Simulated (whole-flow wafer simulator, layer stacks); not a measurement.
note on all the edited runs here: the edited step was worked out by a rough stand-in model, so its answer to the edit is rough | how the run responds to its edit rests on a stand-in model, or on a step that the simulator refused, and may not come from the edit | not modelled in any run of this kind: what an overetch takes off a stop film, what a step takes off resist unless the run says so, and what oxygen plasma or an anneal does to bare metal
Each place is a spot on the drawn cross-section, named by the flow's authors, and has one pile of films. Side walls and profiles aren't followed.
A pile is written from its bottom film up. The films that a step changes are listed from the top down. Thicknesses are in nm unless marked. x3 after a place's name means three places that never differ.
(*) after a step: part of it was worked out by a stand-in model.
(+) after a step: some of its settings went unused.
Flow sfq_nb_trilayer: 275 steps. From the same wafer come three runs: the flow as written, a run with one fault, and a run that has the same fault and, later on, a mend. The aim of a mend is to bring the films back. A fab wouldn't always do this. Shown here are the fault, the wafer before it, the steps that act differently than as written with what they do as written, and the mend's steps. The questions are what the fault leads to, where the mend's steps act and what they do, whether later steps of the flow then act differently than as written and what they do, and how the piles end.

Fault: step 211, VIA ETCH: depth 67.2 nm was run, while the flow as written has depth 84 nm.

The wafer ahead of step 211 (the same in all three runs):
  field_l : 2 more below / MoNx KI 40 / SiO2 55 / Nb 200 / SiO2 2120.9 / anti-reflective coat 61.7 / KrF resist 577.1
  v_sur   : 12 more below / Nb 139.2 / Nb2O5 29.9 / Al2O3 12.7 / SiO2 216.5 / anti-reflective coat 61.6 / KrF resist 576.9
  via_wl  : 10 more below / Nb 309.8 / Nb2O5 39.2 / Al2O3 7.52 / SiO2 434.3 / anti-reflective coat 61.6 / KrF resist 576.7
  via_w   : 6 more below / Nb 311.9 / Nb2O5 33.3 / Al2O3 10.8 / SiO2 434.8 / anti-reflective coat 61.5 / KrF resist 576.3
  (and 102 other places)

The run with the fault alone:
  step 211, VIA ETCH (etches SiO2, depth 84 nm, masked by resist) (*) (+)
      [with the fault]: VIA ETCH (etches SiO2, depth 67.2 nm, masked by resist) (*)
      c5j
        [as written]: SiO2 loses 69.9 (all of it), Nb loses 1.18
        [with the fault]: SiO2 loses 67.2
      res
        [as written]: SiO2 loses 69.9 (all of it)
        [with the fault]: SiO2 loses 67.2
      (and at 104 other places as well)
  Steps later in the flow that act otherwise than as written (9 other steps are not shown; they differ only slightly, by no more than 2% or 0.5 nm, whichever is larger):
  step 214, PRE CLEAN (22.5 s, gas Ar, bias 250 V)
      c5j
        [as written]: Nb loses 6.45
        [with the fault]: SiO2 loses 2.69 (all of it), Nb loses 4.68
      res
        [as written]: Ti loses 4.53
        [with the fault]: SiO2 loses 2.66 (all of it), Ti loses 3.96
  The piles end different from the flow's at res by more than 2% or 0.5 nm, whichever is larger.
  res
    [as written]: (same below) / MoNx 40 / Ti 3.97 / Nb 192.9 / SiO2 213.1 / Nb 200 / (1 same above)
    [with the fault]: (same below) / MoNx 40 / Ti 4.54 / Nb 193 / SiO2 212.5 / Nb 200 / (1 same above)

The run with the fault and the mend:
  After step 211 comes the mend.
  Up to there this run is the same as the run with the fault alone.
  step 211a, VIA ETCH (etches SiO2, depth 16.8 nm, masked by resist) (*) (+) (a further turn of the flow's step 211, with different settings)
      field_l, v_sur, via_wl and 101 more
        KrF resist loses 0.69
      c5j
        SiO2 loses 2.69 (all of it), Nb loses 0.11
      res
        SiO2 loses 2.66 (all of it)
  None of the later steps of the flow differs from how it acts as written, at any place that is followed, by more than 2% or 0.5 nm, whichever is larger.
  The piles end only slightly different from the flow's at the places that both follow, by no more than 2% or 0.5 nm, whichever is larger.
